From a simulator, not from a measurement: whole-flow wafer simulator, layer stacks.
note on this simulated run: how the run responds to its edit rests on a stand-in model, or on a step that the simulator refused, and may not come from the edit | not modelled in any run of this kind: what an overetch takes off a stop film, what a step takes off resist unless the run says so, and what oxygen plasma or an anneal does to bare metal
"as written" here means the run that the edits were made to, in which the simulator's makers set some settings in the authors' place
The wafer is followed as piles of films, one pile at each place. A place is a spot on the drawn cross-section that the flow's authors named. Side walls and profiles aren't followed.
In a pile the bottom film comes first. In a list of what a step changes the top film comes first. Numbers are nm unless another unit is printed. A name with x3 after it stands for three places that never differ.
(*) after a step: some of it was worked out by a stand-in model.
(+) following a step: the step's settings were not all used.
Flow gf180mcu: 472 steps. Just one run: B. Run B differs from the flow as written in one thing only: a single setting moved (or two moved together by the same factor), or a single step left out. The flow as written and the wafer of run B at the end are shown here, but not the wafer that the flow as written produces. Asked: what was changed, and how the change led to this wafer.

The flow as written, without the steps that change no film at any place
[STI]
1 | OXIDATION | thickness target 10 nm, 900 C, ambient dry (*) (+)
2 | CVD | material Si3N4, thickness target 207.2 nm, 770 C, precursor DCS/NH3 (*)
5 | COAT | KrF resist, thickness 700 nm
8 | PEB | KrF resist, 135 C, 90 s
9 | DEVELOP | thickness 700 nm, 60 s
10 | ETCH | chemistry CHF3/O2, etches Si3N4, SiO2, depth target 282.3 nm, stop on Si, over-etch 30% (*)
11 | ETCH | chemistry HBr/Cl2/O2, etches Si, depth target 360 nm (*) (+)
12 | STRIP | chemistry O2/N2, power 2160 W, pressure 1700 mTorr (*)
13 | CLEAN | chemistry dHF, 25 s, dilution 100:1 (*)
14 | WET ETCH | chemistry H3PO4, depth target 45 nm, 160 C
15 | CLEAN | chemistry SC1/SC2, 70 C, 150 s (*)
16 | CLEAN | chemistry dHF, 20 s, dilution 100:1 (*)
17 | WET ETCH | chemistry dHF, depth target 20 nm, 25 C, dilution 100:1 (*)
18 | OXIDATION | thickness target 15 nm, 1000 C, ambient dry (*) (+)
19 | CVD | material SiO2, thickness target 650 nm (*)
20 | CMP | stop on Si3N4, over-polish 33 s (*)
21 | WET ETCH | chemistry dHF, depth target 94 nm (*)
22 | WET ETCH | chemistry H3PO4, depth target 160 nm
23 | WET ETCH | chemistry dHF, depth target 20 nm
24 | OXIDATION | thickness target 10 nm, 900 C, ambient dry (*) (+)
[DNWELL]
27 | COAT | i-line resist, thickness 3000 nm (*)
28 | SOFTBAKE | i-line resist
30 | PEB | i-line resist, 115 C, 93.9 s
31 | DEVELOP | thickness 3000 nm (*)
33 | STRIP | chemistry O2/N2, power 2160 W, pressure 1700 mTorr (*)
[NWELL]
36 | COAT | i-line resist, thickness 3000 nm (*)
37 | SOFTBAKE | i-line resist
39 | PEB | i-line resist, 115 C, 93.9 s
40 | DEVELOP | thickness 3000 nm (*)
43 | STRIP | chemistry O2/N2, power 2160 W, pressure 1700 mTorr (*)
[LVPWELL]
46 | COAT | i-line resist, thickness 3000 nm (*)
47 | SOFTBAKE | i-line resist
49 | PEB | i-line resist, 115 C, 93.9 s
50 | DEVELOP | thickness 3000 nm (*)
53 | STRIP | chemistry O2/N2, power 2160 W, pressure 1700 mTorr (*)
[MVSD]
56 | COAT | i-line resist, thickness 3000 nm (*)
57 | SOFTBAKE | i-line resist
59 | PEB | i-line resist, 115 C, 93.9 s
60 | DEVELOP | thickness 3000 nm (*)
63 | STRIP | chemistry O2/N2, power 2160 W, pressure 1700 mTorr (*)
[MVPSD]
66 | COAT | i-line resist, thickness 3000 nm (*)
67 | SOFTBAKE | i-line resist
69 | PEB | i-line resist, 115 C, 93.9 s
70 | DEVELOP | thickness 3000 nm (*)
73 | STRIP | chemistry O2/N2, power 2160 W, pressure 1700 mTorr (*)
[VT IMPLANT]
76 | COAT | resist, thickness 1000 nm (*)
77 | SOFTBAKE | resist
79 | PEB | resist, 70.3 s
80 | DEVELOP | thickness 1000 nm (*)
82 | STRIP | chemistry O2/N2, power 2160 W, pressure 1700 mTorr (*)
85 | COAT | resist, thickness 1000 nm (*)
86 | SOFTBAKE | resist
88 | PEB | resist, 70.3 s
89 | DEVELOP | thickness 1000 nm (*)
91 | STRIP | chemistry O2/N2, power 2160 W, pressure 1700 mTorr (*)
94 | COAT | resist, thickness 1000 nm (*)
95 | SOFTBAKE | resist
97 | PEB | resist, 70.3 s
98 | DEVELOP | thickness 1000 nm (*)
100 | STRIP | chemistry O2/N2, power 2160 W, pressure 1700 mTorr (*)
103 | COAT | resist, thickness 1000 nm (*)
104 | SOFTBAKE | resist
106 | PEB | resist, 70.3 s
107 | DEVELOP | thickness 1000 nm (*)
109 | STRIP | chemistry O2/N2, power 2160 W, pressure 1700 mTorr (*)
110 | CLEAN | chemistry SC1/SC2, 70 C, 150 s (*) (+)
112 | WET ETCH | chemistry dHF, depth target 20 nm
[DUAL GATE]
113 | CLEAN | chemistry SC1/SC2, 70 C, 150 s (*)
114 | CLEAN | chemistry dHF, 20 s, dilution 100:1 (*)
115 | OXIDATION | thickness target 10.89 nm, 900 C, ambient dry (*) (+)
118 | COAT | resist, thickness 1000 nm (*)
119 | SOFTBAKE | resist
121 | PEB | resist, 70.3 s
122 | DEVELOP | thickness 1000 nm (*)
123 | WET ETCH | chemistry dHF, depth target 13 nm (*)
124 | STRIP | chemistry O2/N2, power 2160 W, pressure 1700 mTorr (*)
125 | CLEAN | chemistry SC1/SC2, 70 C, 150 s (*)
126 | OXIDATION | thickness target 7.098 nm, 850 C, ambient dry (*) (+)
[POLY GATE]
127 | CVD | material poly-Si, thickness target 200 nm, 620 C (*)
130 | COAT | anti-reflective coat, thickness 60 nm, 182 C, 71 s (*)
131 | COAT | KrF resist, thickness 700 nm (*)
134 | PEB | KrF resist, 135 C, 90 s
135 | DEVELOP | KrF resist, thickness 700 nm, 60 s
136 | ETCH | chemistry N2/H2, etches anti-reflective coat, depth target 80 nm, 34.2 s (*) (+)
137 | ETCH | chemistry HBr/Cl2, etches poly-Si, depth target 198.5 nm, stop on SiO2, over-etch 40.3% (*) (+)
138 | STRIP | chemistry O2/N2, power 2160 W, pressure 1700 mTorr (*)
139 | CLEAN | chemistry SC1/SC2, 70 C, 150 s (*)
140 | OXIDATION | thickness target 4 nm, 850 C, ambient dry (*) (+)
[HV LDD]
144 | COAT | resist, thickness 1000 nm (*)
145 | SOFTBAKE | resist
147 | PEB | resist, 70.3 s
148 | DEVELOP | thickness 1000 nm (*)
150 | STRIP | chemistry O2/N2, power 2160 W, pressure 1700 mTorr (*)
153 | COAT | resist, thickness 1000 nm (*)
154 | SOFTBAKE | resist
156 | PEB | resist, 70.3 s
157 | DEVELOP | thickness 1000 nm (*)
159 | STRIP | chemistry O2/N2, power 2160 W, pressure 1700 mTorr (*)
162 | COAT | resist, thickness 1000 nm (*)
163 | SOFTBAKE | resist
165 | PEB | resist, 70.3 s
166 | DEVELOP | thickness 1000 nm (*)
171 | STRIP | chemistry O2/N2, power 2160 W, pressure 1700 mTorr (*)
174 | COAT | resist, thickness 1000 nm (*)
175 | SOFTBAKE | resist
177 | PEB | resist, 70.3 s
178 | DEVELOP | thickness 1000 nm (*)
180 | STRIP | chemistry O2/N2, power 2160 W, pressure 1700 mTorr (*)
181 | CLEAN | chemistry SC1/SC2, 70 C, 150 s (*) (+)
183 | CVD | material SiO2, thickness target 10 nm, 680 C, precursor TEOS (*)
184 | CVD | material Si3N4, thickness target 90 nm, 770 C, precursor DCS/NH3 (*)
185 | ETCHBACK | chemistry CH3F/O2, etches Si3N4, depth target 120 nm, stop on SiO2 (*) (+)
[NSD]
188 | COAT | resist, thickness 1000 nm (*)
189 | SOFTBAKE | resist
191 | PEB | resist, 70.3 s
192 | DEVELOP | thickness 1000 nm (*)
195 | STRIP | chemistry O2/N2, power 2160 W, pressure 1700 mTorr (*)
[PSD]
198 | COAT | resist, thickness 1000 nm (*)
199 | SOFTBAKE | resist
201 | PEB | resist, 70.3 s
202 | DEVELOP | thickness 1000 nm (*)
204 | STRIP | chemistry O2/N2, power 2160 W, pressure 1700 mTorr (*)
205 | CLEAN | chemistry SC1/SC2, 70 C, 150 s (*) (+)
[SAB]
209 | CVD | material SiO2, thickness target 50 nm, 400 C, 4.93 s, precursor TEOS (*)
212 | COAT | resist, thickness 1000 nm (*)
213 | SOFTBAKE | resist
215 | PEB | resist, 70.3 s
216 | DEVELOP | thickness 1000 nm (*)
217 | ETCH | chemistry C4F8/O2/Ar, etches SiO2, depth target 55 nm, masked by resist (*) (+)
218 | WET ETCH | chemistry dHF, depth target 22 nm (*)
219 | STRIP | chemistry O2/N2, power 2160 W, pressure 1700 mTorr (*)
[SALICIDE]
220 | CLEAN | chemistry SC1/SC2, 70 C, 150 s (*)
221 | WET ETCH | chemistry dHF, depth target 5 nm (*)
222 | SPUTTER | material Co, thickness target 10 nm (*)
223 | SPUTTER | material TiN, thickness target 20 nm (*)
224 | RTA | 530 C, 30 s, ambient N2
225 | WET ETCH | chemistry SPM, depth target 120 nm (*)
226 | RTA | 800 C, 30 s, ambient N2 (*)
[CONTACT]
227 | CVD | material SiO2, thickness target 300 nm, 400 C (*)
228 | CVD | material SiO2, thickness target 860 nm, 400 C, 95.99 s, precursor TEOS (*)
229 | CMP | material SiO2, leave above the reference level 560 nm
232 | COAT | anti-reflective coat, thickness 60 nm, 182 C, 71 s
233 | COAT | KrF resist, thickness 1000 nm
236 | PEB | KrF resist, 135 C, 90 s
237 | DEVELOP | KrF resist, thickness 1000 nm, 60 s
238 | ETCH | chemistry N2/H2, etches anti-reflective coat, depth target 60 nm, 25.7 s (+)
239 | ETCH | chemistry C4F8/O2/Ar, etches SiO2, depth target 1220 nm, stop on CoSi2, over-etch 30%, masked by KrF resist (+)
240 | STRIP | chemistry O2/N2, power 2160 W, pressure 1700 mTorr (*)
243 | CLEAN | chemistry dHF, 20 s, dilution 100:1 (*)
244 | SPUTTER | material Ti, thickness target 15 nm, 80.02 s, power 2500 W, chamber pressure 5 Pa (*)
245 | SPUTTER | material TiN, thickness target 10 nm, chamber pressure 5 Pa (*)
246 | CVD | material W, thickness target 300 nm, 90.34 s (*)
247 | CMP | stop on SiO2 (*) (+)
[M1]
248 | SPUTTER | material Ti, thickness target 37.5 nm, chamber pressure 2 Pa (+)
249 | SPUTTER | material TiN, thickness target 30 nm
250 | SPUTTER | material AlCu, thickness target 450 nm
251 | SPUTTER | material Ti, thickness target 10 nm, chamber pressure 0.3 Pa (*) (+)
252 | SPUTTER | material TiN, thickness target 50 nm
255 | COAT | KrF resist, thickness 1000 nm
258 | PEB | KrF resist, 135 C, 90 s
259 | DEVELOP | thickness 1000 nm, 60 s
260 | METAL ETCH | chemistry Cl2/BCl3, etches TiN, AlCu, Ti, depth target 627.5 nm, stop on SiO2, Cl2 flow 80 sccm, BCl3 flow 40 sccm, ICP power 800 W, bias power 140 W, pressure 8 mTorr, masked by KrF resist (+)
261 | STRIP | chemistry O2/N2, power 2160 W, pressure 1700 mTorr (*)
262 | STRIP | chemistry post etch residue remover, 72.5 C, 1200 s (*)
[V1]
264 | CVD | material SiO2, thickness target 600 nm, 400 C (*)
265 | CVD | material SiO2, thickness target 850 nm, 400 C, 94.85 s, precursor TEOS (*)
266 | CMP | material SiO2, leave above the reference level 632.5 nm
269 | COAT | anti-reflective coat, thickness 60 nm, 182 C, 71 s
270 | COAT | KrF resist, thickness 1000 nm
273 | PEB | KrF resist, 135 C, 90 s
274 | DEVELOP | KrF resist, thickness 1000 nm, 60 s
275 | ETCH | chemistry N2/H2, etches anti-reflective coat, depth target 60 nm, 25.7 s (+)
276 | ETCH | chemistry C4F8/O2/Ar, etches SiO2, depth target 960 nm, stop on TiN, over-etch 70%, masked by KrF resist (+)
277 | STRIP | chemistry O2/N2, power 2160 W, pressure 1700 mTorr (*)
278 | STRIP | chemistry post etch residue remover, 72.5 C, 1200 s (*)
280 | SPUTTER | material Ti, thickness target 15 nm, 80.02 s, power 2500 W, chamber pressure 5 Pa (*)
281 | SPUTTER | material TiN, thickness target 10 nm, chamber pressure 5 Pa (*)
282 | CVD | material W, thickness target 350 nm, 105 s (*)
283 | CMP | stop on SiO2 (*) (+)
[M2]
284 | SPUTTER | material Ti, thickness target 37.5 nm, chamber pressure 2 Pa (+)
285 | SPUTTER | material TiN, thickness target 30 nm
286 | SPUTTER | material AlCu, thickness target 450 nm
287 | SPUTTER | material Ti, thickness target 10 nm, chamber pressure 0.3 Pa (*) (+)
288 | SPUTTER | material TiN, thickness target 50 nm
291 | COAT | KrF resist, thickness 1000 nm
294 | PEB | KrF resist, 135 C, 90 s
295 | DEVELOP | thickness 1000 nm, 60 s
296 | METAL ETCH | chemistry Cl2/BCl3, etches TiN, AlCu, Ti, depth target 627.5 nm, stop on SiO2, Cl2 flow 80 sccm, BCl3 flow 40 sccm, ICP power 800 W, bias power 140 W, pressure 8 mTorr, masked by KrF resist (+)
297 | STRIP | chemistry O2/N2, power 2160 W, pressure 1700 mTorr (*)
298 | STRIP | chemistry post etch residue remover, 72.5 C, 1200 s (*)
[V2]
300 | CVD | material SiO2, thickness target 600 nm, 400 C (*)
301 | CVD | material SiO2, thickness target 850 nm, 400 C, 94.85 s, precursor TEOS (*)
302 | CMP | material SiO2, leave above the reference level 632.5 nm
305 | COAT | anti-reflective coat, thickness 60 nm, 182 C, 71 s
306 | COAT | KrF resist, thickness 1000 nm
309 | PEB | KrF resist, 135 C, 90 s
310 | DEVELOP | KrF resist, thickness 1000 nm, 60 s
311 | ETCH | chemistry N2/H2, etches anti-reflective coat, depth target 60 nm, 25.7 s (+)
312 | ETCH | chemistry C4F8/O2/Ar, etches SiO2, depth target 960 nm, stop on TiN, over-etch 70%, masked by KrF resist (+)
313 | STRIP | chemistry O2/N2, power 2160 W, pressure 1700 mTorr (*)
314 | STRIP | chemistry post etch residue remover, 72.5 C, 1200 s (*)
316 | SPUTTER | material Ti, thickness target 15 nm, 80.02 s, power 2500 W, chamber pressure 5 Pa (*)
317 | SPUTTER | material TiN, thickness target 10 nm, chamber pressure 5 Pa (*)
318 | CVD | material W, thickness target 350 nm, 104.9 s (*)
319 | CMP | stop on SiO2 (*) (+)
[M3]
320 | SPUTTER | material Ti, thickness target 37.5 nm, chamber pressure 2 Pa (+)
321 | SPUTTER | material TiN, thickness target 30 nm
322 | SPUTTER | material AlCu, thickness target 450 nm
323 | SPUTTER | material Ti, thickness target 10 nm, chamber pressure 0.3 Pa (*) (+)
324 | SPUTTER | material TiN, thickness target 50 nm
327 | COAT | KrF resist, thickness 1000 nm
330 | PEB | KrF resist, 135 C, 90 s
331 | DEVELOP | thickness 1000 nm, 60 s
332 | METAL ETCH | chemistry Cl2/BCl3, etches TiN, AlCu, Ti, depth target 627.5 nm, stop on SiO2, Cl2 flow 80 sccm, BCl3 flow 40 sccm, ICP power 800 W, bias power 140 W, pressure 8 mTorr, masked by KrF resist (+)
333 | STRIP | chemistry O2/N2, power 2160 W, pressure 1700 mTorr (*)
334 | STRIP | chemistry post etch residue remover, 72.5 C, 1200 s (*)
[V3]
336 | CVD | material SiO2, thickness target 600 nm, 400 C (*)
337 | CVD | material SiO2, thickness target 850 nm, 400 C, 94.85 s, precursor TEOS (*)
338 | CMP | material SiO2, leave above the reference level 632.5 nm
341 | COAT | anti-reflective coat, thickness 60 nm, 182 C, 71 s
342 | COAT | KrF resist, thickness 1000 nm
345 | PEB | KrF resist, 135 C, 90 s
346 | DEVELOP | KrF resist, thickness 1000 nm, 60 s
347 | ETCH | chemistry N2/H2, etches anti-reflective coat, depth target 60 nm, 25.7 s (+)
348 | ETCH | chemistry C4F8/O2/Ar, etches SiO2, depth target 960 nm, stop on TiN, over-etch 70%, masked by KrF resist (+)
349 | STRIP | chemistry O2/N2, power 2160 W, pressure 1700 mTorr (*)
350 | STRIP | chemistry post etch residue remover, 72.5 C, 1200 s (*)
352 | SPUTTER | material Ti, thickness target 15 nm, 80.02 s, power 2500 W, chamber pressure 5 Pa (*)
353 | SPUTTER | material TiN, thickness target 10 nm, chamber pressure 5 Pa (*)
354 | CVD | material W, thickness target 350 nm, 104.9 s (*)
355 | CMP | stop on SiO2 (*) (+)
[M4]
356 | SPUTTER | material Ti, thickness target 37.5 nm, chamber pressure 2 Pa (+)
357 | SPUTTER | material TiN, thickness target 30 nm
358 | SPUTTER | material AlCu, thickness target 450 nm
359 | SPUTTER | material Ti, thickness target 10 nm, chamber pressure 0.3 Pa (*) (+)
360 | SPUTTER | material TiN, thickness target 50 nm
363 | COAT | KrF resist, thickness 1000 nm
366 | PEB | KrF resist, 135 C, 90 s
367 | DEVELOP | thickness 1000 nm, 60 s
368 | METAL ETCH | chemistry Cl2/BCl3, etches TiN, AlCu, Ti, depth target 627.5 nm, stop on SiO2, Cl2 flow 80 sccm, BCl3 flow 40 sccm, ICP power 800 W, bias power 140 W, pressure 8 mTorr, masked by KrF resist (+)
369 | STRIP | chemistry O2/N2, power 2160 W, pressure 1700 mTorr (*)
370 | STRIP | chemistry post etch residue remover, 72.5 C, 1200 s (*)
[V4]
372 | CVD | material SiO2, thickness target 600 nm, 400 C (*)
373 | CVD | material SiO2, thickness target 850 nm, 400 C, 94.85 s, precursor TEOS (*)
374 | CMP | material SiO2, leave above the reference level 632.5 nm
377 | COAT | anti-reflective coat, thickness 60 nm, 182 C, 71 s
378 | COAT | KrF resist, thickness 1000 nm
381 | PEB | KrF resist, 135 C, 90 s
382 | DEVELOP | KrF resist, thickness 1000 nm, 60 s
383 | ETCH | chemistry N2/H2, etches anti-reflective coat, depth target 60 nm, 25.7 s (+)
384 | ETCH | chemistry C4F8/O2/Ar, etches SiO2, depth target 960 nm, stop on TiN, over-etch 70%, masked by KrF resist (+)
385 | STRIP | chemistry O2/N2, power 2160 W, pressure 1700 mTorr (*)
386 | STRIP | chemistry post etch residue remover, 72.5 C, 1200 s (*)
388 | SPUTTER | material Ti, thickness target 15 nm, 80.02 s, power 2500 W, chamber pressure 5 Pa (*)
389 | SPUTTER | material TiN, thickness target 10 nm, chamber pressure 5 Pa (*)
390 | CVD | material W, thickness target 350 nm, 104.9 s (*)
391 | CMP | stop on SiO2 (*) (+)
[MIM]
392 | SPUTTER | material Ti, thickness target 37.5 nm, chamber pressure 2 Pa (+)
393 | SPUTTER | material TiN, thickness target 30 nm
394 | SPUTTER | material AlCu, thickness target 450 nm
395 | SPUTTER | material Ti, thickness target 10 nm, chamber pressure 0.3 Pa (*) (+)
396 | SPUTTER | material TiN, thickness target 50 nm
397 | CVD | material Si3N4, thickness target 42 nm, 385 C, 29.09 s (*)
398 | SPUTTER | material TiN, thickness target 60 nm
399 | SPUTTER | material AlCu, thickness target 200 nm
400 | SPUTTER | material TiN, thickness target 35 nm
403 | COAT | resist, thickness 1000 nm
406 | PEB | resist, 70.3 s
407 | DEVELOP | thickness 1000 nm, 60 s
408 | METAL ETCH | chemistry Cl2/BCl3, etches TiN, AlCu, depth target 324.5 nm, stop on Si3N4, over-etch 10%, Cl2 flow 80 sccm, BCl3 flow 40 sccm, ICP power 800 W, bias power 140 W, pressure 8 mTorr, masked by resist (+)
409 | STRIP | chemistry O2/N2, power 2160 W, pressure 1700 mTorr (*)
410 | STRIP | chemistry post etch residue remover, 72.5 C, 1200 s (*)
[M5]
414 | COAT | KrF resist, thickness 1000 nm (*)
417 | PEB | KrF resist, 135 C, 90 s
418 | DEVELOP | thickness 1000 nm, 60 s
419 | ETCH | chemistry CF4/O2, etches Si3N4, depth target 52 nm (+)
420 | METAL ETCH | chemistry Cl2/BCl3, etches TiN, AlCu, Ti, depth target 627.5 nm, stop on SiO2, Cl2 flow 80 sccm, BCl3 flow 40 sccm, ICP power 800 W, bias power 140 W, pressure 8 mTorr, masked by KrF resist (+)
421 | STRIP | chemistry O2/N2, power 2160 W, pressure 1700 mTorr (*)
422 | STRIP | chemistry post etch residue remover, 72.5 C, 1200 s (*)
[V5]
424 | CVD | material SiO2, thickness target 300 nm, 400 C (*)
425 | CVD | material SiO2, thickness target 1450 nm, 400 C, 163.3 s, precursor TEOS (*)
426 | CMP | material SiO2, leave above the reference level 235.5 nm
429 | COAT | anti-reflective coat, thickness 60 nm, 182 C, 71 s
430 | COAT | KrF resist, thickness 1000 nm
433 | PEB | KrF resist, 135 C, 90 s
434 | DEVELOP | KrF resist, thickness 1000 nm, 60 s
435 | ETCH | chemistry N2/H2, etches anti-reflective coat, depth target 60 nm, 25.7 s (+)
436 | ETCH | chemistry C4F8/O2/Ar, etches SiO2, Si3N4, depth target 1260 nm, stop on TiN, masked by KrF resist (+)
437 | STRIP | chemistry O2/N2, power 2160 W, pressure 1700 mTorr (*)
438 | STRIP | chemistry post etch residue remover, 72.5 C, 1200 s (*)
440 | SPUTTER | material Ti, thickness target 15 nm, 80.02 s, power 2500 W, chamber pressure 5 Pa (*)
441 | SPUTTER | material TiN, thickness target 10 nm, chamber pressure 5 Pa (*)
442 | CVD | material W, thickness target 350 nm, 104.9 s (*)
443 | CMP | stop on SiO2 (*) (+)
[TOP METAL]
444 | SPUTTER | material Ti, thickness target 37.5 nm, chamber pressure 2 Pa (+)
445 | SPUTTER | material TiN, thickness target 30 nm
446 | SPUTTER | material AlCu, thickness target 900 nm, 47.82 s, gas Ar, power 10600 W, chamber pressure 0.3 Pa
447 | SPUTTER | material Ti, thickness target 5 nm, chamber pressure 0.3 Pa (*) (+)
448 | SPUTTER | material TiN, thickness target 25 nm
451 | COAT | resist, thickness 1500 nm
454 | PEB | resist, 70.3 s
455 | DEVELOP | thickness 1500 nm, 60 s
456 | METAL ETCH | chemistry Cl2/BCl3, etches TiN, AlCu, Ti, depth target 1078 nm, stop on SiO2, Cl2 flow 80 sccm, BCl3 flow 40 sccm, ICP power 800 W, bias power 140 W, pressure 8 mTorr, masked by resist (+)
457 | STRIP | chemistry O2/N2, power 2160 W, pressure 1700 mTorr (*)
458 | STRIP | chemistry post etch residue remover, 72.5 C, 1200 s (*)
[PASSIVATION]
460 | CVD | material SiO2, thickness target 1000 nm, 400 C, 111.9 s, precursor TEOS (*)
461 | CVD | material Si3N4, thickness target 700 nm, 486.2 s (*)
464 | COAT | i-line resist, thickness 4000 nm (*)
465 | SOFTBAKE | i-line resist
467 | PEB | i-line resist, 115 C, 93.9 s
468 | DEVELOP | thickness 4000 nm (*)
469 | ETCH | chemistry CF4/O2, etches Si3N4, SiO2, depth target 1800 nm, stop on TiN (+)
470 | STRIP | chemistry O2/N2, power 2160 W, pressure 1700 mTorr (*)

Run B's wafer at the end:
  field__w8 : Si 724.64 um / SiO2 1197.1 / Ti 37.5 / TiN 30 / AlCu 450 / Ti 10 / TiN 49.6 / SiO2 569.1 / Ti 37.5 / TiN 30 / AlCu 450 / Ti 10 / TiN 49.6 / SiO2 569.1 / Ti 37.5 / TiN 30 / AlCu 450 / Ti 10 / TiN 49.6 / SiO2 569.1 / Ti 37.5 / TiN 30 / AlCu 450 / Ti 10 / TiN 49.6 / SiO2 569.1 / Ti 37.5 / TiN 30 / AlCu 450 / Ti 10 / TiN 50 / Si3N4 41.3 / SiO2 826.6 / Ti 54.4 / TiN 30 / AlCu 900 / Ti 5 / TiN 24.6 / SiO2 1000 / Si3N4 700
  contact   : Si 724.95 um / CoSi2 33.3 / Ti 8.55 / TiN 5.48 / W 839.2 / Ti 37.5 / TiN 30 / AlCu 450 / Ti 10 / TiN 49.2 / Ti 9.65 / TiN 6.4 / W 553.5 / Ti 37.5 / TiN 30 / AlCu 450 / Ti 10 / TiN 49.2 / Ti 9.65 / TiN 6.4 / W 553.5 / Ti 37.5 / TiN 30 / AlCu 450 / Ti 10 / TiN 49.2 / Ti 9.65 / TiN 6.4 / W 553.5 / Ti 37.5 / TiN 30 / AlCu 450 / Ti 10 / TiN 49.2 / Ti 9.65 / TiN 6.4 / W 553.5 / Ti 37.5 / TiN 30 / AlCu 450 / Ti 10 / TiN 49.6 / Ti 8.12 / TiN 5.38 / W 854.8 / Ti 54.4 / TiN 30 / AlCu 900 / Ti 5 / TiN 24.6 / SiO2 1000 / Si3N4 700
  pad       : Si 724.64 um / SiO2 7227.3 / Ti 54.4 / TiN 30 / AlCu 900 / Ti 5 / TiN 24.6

Cause: step 444, SPUTTER: thickness target 54.4 nm was run, while the flow as written has thickness target 37.5 nm.
One can read it off the wafer: field__w8 has Ti 54.4, and step 444 as written asks for 37.5 nm.

Step by step, how the change led to this:
  444 | SPUTTER | material Ti, thickness target 37.5 nm, chamber pressure 2 Pa (+)
      field, field__w1, field__w2 and 109 more: Ti gains 54.4 (new film) (as written it would have been: Ti gains 37.5 (new film))
  456 | METAL ETCH | chemistry Cl2/BCl3, etches TiN, AlCu, Ti, depth target 1078 nm, stop on SiO2, Cl2 flow 80 sccm, BCl3 flow 40 sccm, ICP power 800 W, bias power 140 W, pressure 8 mTorr, masked by resist (+)
      field, field__w1, field__w2 and 103 more: TiN loses 25 (all of it), Ti loses 5 (all of it), AlCu loses 900 (all of it), TiN loses 30 (all of it), Ti loses 54.4 (all of it) (as written it would have been: TiN loses 25 (all of it), Ti loses 5 (all of it), AlCu loses 900 (all of it), TiN loses 30 (all of it), Ti loses 37.5 (all of it))
  465 | SOFTBAKE | i-line resist
      gate: i-line resist loses 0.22 (as written it would have been: i-line resist gains 1.79)
      field__w11, field__w13: i-line resist gains 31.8 (as written it would have been: i-line resist gains 37.6)
      (as well as at 64 more places)
